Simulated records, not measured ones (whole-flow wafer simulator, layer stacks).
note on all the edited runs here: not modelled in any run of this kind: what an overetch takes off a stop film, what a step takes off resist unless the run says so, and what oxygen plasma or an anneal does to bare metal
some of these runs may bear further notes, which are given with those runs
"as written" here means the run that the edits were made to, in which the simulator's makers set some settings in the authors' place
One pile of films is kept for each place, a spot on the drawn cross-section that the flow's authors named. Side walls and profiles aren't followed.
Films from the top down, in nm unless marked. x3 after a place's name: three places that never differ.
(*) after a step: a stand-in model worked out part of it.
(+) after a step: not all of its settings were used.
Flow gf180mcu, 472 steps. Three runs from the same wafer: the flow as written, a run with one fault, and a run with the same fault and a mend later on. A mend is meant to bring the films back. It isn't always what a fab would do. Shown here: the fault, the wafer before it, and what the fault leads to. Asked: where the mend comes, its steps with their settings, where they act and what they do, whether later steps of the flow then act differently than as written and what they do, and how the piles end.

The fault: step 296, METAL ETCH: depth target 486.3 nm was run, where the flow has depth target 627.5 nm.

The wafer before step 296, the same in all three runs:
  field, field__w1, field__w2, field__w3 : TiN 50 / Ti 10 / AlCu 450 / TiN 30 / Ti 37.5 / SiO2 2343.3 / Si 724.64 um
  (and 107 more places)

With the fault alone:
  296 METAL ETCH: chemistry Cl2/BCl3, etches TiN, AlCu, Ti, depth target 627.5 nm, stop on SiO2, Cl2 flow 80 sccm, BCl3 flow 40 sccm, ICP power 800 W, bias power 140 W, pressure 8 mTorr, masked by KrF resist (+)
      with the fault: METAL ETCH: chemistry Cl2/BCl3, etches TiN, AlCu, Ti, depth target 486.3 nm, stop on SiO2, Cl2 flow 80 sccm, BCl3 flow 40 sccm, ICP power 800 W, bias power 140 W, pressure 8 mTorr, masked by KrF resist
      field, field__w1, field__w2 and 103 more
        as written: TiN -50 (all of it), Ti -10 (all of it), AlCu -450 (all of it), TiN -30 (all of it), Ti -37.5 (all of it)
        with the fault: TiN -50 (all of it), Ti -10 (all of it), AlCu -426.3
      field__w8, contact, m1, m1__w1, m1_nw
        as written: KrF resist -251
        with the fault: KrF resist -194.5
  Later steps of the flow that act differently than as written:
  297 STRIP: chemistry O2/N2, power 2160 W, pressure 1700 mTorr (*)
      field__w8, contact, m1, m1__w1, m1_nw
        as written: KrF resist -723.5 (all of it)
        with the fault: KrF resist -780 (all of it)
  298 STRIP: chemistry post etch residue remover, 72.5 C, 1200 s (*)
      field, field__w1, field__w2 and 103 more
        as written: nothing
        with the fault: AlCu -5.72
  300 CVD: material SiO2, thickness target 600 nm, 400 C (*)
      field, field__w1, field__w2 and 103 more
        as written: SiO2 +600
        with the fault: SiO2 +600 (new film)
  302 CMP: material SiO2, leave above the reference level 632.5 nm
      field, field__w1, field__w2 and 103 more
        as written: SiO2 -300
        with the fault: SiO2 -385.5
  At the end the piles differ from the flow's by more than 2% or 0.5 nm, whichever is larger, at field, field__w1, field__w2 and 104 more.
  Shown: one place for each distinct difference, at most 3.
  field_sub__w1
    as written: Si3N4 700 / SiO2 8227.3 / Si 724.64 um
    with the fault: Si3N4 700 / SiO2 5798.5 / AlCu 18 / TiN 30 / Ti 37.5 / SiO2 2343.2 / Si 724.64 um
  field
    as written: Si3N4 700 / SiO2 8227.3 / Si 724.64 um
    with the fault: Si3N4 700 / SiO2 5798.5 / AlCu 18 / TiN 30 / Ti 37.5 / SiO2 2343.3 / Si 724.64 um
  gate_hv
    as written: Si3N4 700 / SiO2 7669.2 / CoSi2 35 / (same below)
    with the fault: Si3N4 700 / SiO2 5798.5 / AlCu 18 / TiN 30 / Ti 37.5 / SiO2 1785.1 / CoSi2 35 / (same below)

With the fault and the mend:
  The mend comes after step 298.
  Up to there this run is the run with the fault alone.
  298a DEHYDRATE: 200 C, 60 s (the flow's step 289 once more)
      changes no film at any place that is followed
  298b HMDS: 120 C, 60 s (the flow's step 290 once more)
      changes no film at any place that is followed
  298c COAT: KrF resist, thickness 1000 nm (*) (the flow's step 291 once more)
      iso_ptap_pw, iso_ntap_nw, iso_nw_fld and 33 more
        KrF resist +1000 (new film)
      field_sub, field_sub__w1, field_sub__w2 and 12 more
        KrF resist +1002.8 (new film)
      field__w11, field__w13, p_well and 7 more
        KrF resist +1003.2 (new film)
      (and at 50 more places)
  298d SOFTBAKE: KrF resist (the flow's step 292 once more)
      changes no film at any place that is followed
  298e EXPOSE: photomask Metal2 (the flow's step 293 once more)
      changes no film at any place that is followed
  298f PEB: KrF resist, 135 C, 90 s (the flow's step 294 once more)
      field__w1, field__w2, field__w3 and 56 more
        KrF resist -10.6
      iso_ptap_pw, iso_ntap_nw, iso_nw_fld and 33 more
        KrF resist -10.5
      gate_hv, sd_p, polyc_n, polyc_n_rim
        KrF resist -10.7
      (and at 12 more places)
  298g DEVELOP: thickness 1000 nm, 60 s (the flow's step 295 once more)
      iso_ptap_pw, iso_ntap_nw, iso_nw_fld and 33 more
        KrF resist -989.5 (all of it)
      field_sub__w4, ld_sd_p, ld_gate_p and 8 more
        KrF resist -992.3 (all of it)
      p_well, sti, spacer and 7 more
        KrF resist -992.6 (all of it)
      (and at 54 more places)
  298h METAL ETCH: chemistry Cl2/BCl3, etches TiN, AlCu, Ti, depth target 141.2 nm, stop on SiO2, Cl2 flow 80 sccm, BCl3 flow 40 sccm, ICP power 800 W, bias power 140 W, pressure 8 mTorr, masked by KrF resist (+) (the flow's step 296 once more, with other settings)
      field, field__w1, field__w2 and 103 more
        AlCu -18 (all of it), TiN -30 (all of it), Ti -37.5 (all of it)
      field__w8, contact, m1, m1__w1, m1_nw
        KrF resist -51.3
  298i STRIP: chemistry O2/N2, power 2160 W, pressure 1700 mTorr (*) (the flow's step 297 once more)
      field__w8
        KrF resist -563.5 (all of it)
      contact
        KrF resist -561.4 (all of it)
      m1
        KrF resist -564.4 (all of it)
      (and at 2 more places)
  298j STRIP: chemistry post etch residue remover, 72.5 C, 1200 s (*) (the flow's step 298 once more)
      field__w8, contact, m1, m1__w1, m1_nw
        TiN -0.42
  No later step of the flow acts differently than as written, at any place that is followed, by more than 2% or 0.5 nm, whichever is larger.
  At the end the piles differ from the flow's only slightly at the places that both follow, by at most 2% or 0.5 nm, whichever is larger.
